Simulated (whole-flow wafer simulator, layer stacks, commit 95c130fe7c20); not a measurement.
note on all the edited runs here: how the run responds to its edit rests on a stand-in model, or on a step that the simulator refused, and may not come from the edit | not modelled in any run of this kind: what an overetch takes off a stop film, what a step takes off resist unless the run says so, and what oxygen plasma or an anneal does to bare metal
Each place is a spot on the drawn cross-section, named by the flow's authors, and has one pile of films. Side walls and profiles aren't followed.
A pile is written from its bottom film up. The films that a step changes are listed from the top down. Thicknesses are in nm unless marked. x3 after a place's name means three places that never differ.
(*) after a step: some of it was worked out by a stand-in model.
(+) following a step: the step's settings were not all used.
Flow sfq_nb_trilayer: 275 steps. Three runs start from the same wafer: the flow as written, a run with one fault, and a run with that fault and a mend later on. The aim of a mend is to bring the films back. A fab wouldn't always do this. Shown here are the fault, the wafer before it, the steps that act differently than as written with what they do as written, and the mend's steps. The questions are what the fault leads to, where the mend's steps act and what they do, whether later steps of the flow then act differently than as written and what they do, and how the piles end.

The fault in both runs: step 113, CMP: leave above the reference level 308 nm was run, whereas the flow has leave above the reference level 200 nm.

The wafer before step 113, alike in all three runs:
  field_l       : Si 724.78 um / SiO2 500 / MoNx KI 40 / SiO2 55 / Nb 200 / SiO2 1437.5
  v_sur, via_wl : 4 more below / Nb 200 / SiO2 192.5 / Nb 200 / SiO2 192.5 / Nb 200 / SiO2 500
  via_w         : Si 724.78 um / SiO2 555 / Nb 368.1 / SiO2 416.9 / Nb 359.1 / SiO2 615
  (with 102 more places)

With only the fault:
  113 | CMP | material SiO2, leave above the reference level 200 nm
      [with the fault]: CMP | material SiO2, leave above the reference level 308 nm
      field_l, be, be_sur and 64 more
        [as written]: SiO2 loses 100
        [with the fault]: nothing
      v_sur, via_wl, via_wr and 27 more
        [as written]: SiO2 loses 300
        [with the fault]: SiO2 loses 192
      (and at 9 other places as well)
  Later steps of the flow acting differently than as written (not shown: 6 more steps that differ only slightly, by at most 2% or 0.5 nm, whichever is larger):
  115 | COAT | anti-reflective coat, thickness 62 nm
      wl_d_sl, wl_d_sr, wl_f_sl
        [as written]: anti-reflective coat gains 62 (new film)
        [with the fault]: anti-reflective coat gains 63.4 (new film)
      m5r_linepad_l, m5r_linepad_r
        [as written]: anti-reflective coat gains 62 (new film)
        [with the fault]: anti-reflective coat gains 65.4 (new film)
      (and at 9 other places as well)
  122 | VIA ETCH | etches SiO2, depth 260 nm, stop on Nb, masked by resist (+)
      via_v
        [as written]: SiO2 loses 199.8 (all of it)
        [with the fault]: SiO2 loses 260
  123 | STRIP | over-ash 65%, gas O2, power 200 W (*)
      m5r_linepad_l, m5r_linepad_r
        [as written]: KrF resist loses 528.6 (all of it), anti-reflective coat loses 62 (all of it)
        [with the fault]: KrF resist loses 527.6 (all of it), anti-reflective coat loses 65.4 (all of it)
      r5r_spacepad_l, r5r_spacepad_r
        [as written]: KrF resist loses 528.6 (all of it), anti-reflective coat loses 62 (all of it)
        [with the fault]: KrF resist loses 527.9 (all of it), anti-reflective coat loses 65.5 (all of it)
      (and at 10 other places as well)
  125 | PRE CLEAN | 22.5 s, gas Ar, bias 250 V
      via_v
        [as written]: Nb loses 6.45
        [with the fault]: SiO2 loses 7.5
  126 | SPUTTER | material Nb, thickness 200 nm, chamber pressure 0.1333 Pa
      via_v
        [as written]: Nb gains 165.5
        [with the fault]: Nb gains 152.6 (new film)
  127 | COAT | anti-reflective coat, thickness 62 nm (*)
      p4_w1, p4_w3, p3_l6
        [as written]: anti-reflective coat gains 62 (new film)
        [with the fault]: anti-reflective coat gains 60.7 (new film)
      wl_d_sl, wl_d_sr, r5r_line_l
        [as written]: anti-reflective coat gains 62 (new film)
        [with the fault]: anti-reflective coat gains 63.4 (new film)
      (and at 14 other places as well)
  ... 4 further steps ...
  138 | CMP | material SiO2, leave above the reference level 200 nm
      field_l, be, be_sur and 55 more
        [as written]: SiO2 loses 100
        [with the fault]: SiO2 loses 92
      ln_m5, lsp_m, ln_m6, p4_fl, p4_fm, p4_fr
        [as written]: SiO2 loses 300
        [with the fault]: SiO2 loses 292
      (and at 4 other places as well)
  The piles end different from the flow's at field_l, v_sur, via_wl and 103 more by more than 2% or 0.5 nm, whichever is larger.
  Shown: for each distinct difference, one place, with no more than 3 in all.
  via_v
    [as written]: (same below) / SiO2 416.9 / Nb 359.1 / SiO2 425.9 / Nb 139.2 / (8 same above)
    [with the fault]: (same below) / SiO2 416.9 / Nb 200 / SiO2 40.3 / Nb 152.6 / SiO2 500.1 / Nb 139.2 / (8 same above)
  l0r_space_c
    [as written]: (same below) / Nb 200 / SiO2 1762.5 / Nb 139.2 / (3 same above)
    [with the fault]: (same below) / Nb 200 / SiO2 1870.5 / Nb 139.2 / (3 same above)
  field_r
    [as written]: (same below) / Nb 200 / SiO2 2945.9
    [with the fault]: (same below) / Nb 200 / SiO2 3053.9

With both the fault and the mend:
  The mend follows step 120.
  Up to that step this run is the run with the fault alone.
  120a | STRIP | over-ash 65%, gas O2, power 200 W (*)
      r_sur, res, r_end and 6 more
        KrF resist loses 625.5 (all of it), anti-reflective coat loses 62.1 (all of it)
      m0r_line_l, m0r_line_r, r5r_space_c, m6r_line_l, m6r_line_r, m7r_line_l, m7r_line_r
        KrF resist loses 626.5 (all of it), anti-reflective coat loses 62.2 (all of it)
      p3_s1, p3_l2, p3_s2, p3_l3, p3_s3, p3_l4
        KrF resist loses 624.6 (all of it), anti-reflective coat loses 61.9 (all of it)
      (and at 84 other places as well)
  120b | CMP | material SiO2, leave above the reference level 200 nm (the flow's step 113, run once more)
      field_l, be, be_sur and 64 more
        SiO2 loses 100
      v_sur, via_wl, via_w and 36 more
        SiO2 loses 108
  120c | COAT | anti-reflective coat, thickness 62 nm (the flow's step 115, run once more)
      field_l, v_sur, via_wl and 103 more
        anti-reflective coat gains 62 (new film)
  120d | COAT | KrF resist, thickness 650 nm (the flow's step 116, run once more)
      field_l, v_sur, via_wl and 103 more
        KrF resist gains 650 (new film)
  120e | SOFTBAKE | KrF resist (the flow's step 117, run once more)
      does not change any film at any place that is followed
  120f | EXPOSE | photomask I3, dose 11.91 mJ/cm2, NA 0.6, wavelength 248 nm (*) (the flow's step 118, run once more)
      does not change any film at any place that is followed
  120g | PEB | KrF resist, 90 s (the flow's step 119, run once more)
      field_l, v_sur, via_wl and 103 more
        KrF resist loses 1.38
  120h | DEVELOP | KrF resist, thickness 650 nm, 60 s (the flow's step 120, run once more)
      field_l, v_sur, via_wl and 102 more
        KrF resist loses 23.5
      via_v
        KrF resist loses 648.6 (all of it)
  Every later step of the flow that is run acts as written at every place that is followed.
  By the end, the piles equal the flow's at every place that both follow.
